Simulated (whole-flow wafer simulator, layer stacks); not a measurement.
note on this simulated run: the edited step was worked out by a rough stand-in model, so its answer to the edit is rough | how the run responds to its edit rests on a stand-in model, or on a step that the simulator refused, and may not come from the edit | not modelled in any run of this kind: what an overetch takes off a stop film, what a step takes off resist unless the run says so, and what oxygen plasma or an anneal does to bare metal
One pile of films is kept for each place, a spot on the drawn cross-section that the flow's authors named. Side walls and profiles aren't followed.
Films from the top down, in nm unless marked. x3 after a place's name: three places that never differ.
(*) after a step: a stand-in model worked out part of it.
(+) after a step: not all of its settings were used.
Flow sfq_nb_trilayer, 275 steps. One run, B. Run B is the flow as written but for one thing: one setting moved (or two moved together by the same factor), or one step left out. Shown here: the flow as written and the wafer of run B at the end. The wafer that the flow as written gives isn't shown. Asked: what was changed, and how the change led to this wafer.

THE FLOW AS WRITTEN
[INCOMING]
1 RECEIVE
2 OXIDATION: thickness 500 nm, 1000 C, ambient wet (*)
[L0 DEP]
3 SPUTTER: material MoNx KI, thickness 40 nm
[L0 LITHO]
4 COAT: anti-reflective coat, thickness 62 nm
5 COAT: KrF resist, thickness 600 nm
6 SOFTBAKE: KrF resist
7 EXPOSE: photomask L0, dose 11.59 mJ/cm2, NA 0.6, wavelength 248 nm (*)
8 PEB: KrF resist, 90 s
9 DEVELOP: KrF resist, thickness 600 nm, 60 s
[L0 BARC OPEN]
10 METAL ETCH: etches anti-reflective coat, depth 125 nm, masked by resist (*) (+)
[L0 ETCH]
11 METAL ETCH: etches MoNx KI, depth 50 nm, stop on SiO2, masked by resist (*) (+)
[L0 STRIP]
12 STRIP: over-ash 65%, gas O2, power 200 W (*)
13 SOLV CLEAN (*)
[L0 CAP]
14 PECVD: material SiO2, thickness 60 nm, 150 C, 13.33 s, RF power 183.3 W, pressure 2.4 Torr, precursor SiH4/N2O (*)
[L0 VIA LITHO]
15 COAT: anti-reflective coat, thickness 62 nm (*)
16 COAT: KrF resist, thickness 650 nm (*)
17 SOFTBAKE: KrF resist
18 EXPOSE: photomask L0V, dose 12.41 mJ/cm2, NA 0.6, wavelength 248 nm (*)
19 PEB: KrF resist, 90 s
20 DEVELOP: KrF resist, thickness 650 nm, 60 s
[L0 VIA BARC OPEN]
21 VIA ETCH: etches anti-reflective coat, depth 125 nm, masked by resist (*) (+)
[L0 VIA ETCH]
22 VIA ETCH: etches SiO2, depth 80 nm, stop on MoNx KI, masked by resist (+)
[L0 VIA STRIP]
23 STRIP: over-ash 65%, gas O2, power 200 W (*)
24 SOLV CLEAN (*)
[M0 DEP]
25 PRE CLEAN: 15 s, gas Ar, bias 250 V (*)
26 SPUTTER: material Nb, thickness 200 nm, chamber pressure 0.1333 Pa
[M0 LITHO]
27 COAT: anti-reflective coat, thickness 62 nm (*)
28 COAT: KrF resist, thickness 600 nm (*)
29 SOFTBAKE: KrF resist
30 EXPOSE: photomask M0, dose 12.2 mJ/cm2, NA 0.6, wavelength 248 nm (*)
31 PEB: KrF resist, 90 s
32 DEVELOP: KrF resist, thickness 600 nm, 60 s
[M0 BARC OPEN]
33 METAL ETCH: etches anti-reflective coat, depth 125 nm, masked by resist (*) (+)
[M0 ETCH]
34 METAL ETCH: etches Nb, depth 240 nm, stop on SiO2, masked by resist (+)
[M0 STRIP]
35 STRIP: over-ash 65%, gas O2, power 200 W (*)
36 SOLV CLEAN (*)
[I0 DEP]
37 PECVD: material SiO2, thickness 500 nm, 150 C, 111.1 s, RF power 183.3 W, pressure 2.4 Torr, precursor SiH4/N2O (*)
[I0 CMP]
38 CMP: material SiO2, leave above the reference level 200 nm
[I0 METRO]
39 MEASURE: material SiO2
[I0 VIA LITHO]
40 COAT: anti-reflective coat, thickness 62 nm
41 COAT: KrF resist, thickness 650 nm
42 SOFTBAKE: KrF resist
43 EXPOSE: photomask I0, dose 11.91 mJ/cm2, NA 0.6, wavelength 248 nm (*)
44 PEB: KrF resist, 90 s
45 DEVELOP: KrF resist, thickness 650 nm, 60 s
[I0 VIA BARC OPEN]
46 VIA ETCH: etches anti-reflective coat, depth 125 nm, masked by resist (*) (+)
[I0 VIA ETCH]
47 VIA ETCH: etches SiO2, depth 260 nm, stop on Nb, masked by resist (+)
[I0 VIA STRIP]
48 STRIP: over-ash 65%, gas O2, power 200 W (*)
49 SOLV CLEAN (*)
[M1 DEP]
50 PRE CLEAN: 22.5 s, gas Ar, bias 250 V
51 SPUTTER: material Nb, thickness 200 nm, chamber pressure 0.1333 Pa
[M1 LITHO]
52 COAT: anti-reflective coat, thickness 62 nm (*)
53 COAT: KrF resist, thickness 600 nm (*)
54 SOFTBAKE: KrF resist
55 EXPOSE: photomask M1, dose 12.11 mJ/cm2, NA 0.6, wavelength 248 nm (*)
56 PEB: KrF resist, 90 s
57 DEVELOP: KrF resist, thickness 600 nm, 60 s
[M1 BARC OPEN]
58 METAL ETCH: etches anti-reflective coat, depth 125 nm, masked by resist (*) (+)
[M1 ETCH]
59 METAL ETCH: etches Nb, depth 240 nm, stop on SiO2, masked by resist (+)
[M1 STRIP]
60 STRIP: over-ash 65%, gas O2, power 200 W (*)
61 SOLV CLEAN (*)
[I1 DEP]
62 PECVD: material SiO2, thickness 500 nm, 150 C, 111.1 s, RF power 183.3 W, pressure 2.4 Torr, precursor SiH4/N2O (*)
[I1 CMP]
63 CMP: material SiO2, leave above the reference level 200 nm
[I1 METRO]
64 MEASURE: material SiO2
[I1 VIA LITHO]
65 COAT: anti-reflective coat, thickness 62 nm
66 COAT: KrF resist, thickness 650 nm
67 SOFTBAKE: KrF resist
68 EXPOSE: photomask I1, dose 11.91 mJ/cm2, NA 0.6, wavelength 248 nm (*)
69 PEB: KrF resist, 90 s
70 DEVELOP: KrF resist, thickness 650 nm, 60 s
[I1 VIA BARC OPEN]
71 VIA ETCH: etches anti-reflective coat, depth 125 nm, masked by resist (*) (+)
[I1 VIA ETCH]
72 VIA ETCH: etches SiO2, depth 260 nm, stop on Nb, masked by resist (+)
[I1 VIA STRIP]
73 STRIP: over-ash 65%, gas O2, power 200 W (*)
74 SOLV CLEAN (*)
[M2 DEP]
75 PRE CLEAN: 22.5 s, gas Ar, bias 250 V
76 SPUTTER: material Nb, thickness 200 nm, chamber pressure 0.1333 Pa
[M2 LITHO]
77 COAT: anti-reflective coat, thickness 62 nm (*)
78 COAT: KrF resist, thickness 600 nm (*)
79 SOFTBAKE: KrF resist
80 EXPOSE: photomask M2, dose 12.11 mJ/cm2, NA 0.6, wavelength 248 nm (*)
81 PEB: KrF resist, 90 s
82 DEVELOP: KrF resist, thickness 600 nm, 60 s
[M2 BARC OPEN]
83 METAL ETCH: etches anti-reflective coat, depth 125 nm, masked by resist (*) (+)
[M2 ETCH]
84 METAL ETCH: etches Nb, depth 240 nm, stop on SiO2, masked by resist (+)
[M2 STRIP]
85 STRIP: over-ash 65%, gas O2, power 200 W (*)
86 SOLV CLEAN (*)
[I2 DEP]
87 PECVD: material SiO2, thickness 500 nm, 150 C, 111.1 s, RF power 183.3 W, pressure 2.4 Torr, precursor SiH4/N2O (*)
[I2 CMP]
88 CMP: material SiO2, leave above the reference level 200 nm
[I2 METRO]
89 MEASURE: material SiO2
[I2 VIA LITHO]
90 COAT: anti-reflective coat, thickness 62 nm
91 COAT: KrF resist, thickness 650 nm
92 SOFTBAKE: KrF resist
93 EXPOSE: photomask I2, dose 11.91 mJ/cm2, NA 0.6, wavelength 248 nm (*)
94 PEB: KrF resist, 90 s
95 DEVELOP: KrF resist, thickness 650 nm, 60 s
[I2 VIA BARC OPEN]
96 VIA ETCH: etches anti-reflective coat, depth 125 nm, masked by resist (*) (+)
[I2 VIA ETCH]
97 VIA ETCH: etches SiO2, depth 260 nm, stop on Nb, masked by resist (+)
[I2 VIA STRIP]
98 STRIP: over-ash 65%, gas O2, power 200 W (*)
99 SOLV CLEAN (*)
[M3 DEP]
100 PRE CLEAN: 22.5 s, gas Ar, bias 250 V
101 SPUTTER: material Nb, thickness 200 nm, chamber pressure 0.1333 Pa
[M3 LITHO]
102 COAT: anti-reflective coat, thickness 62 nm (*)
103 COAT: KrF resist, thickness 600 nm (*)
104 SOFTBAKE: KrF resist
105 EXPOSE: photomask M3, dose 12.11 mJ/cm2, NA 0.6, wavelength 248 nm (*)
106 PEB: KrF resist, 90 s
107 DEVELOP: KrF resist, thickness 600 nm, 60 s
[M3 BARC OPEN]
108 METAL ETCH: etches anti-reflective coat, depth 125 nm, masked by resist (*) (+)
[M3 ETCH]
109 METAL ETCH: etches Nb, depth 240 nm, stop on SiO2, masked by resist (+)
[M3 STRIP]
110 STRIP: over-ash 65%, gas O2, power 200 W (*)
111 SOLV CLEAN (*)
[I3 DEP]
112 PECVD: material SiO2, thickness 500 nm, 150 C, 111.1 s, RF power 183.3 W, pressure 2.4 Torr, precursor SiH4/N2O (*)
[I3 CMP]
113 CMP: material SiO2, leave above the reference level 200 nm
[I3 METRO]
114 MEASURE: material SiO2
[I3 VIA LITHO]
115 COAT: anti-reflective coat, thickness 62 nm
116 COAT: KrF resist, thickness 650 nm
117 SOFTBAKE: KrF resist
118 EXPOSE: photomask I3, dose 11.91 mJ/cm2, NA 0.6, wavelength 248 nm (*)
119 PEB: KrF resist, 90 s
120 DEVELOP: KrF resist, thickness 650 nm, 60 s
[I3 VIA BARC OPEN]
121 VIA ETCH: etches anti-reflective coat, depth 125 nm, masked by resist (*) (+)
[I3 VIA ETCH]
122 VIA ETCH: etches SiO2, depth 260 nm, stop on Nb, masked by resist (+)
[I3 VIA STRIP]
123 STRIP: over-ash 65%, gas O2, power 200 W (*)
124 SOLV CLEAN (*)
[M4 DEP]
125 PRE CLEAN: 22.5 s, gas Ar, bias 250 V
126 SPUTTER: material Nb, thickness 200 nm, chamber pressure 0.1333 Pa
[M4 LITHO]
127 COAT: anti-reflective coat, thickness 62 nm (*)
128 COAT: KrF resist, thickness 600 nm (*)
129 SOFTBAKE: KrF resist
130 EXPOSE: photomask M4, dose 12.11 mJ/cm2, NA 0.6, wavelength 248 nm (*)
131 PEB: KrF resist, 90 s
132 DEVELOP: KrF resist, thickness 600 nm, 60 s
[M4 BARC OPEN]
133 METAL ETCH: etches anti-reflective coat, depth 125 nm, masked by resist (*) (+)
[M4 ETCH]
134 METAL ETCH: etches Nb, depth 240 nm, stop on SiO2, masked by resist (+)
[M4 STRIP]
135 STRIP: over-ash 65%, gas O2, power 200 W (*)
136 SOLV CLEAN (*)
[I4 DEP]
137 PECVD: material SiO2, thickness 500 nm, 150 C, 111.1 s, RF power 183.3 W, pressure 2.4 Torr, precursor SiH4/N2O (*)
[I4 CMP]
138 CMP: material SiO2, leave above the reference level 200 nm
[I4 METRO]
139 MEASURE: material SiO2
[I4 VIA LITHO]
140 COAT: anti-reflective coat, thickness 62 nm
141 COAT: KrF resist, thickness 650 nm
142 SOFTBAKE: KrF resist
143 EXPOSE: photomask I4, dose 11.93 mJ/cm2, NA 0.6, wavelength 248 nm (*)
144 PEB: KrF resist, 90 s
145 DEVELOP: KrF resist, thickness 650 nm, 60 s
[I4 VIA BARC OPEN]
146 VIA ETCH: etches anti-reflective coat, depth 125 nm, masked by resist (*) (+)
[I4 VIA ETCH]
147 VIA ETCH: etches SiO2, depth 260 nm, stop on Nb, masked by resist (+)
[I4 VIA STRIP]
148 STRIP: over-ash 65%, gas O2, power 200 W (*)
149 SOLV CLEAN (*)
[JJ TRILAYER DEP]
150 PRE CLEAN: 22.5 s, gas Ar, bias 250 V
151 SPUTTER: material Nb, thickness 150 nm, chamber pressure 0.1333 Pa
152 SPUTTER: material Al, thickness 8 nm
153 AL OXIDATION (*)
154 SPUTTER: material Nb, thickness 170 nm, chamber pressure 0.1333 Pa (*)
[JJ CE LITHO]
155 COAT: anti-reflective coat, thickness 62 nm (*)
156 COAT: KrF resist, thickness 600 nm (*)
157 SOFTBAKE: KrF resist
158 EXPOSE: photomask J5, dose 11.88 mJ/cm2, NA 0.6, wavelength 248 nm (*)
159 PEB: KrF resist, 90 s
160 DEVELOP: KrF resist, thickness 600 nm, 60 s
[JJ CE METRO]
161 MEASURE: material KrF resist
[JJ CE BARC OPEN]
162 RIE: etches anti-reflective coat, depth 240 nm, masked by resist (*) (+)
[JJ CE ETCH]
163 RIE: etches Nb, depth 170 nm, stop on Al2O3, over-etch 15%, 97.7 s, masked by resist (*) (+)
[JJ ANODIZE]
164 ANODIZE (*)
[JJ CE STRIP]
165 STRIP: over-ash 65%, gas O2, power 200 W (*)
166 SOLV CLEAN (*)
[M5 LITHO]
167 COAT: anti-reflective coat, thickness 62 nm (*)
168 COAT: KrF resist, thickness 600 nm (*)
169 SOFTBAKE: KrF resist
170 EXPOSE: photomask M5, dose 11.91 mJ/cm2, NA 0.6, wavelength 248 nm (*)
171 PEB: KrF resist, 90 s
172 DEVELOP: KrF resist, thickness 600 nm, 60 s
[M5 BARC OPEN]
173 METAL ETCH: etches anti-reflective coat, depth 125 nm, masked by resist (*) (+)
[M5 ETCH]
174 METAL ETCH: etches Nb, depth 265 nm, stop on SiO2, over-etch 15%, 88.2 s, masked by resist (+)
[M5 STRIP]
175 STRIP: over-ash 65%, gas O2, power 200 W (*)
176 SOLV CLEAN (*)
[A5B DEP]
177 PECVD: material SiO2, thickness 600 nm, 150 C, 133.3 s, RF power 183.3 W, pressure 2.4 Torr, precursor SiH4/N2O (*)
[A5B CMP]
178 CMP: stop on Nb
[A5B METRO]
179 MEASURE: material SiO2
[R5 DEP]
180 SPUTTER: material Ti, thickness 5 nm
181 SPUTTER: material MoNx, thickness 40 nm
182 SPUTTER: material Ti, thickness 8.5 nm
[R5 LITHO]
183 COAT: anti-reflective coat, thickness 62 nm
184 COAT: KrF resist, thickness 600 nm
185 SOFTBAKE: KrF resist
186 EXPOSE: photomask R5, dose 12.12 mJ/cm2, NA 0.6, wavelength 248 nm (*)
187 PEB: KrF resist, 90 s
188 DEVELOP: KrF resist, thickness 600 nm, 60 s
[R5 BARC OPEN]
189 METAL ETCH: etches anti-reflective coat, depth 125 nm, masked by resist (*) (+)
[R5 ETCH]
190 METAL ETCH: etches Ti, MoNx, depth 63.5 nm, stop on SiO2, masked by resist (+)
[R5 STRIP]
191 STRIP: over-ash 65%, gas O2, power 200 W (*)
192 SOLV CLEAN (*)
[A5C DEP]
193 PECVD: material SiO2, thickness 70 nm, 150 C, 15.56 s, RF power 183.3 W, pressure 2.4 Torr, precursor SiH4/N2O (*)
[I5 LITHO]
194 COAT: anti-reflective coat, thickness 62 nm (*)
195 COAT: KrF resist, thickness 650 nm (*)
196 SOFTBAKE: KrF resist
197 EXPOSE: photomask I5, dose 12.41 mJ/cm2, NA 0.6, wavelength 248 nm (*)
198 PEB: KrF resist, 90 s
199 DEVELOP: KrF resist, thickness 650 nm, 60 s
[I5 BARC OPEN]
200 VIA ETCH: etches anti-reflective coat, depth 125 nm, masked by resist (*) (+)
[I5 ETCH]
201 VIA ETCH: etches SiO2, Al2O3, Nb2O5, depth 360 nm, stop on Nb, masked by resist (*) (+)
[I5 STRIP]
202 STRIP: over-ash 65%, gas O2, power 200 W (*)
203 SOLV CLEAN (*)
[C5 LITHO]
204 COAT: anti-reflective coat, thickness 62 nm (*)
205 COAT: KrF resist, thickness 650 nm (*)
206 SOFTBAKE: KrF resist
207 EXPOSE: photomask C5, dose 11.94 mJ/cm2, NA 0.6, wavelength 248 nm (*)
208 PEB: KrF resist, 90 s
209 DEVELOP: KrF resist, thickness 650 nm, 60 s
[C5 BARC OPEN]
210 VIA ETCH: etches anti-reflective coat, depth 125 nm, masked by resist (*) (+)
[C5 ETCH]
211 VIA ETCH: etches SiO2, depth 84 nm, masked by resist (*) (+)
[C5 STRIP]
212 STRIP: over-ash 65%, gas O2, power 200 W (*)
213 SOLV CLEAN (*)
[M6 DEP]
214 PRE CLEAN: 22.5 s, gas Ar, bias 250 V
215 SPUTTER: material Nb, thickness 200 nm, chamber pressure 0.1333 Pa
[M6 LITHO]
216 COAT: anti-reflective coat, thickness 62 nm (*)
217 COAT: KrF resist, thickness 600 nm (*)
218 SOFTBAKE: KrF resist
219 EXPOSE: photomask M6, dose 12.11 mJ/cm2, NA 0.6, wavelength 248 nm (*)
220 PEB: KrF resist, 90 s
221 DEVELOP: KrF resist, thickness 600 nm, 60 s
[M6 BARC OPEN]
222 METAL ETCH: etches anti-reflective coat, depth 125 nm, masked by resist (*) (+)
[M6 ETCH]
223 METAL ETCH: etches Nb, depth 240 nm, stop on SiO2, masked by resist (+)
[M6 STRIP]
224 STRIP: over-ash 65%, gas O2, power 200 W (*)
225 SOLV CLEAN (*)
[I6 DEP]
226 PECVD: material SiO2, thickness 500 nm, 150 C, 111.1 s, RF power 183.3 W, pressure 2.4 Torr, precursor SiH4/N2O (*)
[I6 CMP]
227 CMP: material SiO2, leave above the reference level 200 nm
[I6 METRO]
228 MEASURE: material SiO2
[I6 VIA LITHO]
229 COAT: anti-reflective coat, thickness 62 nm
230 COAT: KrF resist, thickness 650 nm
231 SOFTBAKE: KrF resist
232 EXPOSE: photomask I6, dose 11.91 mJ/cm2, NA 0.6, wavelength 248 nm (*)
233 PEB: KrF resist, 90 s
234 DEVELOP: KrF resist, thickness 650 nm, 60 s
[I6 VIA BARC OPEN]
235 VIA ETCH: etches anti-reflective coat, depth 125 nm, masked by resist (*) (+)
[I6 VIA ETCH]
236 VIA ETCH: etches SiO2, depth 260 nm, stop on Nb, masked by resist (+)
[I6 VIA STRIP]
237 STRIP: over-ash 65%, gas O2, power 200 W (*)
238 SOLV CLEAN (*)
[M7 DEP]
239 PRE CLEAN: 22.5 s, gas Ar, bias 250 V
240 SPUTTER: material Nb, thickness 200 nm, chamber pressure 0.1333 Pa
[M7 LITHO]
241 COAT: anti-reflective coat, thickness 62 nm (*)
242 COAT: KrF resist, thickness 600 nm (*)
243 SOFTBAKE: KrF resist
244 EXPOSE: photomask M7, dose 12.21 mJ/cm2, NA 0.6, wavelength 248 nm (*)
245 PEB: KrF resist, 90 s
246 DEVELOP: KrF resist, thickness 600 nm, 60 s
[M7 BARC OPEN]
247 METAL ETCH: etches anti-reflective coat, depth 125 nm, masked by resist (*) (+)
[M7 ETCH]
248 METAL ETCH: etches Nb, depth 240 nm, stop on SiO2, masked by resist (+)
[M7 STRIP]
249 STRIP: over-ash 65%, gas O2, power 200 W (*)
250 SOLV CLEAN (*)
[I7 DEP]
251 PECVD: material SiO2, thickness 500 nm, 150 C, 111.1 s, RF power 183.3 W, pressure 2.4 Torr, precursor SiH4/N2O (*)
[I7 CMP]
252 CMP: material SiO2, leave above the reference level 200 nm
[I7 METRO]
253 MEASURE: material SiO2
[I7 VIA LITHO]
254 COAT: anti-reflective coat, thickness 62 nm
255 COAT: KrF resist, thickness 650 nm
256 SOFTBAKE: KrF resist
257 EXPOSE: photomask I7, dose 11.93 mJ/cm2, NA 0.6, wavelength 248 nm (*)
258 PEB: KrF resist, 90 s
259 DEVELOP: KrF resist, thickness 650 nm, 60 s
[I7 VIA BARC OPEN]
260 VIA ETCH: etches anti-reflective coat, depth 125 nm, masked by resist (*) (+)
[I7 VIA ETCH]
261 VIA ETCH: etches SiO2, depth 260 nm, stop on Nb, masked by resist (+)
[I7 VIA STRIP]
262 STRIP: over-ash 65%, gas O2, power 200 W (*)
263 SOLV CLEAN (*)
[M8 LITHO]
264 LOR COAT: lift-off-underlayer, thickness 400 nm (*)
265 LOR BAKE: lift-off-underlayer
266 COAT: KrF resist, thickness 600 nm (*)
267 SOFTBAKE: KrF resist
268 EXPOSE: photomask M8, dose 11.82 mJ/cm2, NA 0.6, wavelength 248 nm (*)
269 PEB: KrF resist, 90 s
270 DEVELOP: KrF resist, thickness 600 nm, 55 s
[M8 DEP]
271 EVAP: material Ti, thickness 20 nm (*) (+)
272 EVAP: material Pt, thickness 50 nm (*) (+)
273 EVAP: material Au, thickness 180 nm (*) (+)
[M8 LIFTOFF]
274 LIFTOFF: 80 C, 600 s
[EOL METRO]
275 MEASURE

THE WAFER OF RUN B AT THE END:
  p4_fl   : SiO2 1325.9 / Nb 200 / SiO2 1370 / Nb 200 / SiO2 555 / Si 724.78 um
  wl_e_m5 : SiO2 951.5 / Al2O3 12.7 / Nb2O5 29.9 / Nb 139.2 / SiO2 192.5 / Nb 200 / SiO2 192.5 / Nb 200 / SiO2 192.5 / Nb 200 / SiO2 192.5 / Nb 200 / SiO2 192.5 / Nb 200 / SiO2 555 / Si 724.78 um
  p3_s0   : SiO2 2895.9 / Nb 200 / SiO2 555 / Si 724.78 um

The cause: step 226, PECVD: thickness 250 nm was run, where the flow has thickness 500 nm; step 226, PECVD: 55.56 s was run, where the flow has 111.1 s.

How the change led to this, step by step:
  226 PECVD: material SiO2, thickness 500 nm, 150 C, 111.1 s, RF power 183.3 W, pressure 2.4 Torr, precursor SiH4/N2O (*)
      field_l, p4_fl, p4_fm and 62 more: SiO2 +250 (as written it would be: SiO2 +500)
      v_sur, via_wl, via_w and 21 more: SiO2 +250 (new film) (as written it would be: SiO2 +500 (new film))
      (and at 17 more places)
  227 CMP: material SiO2, leave above the reference level 200 nm
      field_l, p4_fl, p4_fm and 59 more: nothing (as written it would be: SiO2 -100)
      moat, field_r, lsp_l, ln_m5, lsp_m: nothing (as written it would be: SiO2 -93.6)
      (and at 39 more places)
  229 COAT: anti-reflective coat, thickness 62 nm
      p3_s1, p3_l2, p3_s2, p3_s5, p3_l6: anti-reflective coat +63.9 (new film) (as written it would be: anti-reflective coat +62 (new film))
      m0r_space_l, m0r_space_r, m7r_space_l x2: anti-reflective coat +80 (new film) (as written it would be: anti-reflective coat +62 (new film))
      (and at 84 more places)
  230 COAT: KrF resist, thickness 650 nm
      wl_a_sl, m0r_line_l, m0r_line_r, m7r_line_l x2: KrF resist +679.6 (new film) (as written it would be: KrF resist +650 (new film))
      m0r_space_l, m0r_space_r, m7r_space_l x2: KrF resist +669.1 (new film) (as written it would be: KrF resist +650 (new film))
      (and at 69 more places)
  234 DEVELOP: KrF resist, thickness 650 nm, 60 s
      via_v: KrF resist -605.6 (all of it) (as written it would be: KrF resist -648.6 (all of it))
  235 VIA ETCH: etches anti-reflective coat, depth 125 nm, masked by resist (*) (+)
      field_l, v_sur, via_wl and 102 more: KrF resist -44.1 (as written it would be: KrF resist -51.7)
      via_v: anti-reflective coat -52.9 (all of it), SiO2 -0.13 (as written it would be: anti-reflective coat -62 (all of it), SiO2 -0.16)
  237 STRIP: over-ash 65%, gas O2, power 200 W (*)
      m0r_line_l, m0r_line_r, m7r_line_l x2: KrF resist -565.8 (all of it), anti-reflective coat -62.4 (all of it) (as written it would be: KrF resist -528.6 (all of it), anti-reflective coat -62 (all of it))
      m0r_space_l, m0r_space_r, m7r_space_l x2: KrF resist -555.2 (all of it), anti-reflective coat -80 (all of it) (as written it would be: KrF resist -528.6 (all of it), anti-reflective coat -62 (all of it))
      (and at 92 more places)
  240 SPUTTER: material Nb, thickness 200 nm, chamber pressure 0.1333 Pa
      lsp_r, l0_sur, l0v: Nb +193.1 (new film) (as written it would be: Nb +200 (new film))
      be: Nb +134.5 (new film) (as written it would be: Nb +200 (new film))
      (and at 4 more places)
  241 COAT: anti-reflective coat, thickness 62 nm (*)
      p3_l2, p3_s2, p3_s5, p3_l6: anti-reflective coat +63.8 (new film) (as written it would be: anti-reflective coat +62 (new film))
      m0r_space_l, m0r_space_r, m7r_space_l x2: anti-reflective coat +77.9 (new film) (as written it would be: anti-reflective coat +62 (new film))
      (and at 85 more places)
  242 COAT: KrF resist, thickness 600 nm (*)
      m0r_line_l, m0r_line_r, m7r_line_l x2: KrF resist +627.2 (new film) (as written it would be: KrF resist +600 (new film))
      m0r_space_l, m0r_space_r, m7r_space_l x2: KrF resist +619.6 (new film) (as written it would be: KrF resist +600 (new film))
      (and at 72 more places)
  246 DEVELOP: KrF resist, thickness 600 nm, 60 s
      m0r_space_l, m0r_space_r, m7r_space_l x2: KrF resist -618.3 (all of it) (as written it would be: KrF resist -598.7 (all of it))
      m0r_line_l, m0r_line_r: KrF resist -625.9 (all of it) (as written it would be: KrF resist -598.7 (all of it))
      (and at 33 more places)
  247 METAL ETCH: etches anti-reflective coat, depth 125 nm, masked by resist (*) (+)
      m5r_linepad_l, m5r_linepad_r: anti-reflective coat -125 (as written it would be: anti-reflective coat -62 (all of it))
      v_sur, via_wl, via_w and 38 more: KrF resist -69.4 (as written it would be: KrF resist -51.7)
      (and at 53 more places)
  248 METAL ETCH: etches Nb, depth 240 nm, stop on SiO2, masked by resist (+)
      m5r_linepad_l, m5r_linepad_r: anti-reflective coat -16.3 (all of it), Nb -200 (all of it) (as written it would be: Nb -200 (all of it))
      l0_sur, l0v: Nb -193.1 (all of it) (as written it would be: Nb -200 (all of it))
  249 STRIP: over-ash 65%, gas O2, power 200 W (*)
      m7r_line_l x2: KrF resist -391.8 (all of it), anti-reflective coat -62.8 (all of it) (as written it would be: KrF resist -382.4 (all of it), anti-reflective coat -62 (all of it))
      v_sur: KrF resist -306.2 (all of it), anti-reflective coat -42.3 (all of it) (as written it would be: KrF resist -379.9 (all of it), anti-reflective coat -61.4 (all of it))
      (and at 37 more places)
  251 PECVD: material SiO2, thickness 500 nm, 150 C, 111.1 s, RF power 183.3 W, pressure 2.4 Torr, precursor SiH4/N2O (*)
      be: SiO2 +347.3 (new film) (as written it would be: SiO2 +500 (new film))
      gap: SiO2 +556.4 (new film) (as written it would be: SiO2 +500 (new film))
  252 CMP: material SiO2, leave above the reference level 200 nm
      field_l, p4_fl, p4_fm and 48 more: nothing (as written it would be: SiO2 -100)
      field_r, lsp_l: nothing (as written it would be: SiO2 -77.7)
      (and at 28 more places)
  ... 8 more steps ...
  274 LIFTOFF: 80 C, 600 s
      m5r_space_l, m5r_space_r: Au -180 (all of it), Pt -50 (all of it), Ti -20 (all of it), KrF resist -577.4 (all of it), lift-off-underlayer -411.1 (all of it) (as written it would be: Au -180 (all of it), Pt -50 (all of it), Ti -20 (all of it), KrF resist -576.2 (all of it), lift-off-underlayer -400 (all of it))
      m5r_linepad_l, m5r_linepad_r: Au -180 (all of it), Pt -50 (all of it), Ti -20 (all of it), KrF resist -571.3 (all of it), lift-off-underlayer -418.7 (all of it) (as written it would be: Au -180 (all of it), Pt -50 (all of it), Ti -20 (all of it), KrF resist -576.2 (all of it), lift-off-underlayer -400 (all of it))
      (and at 44 more places)
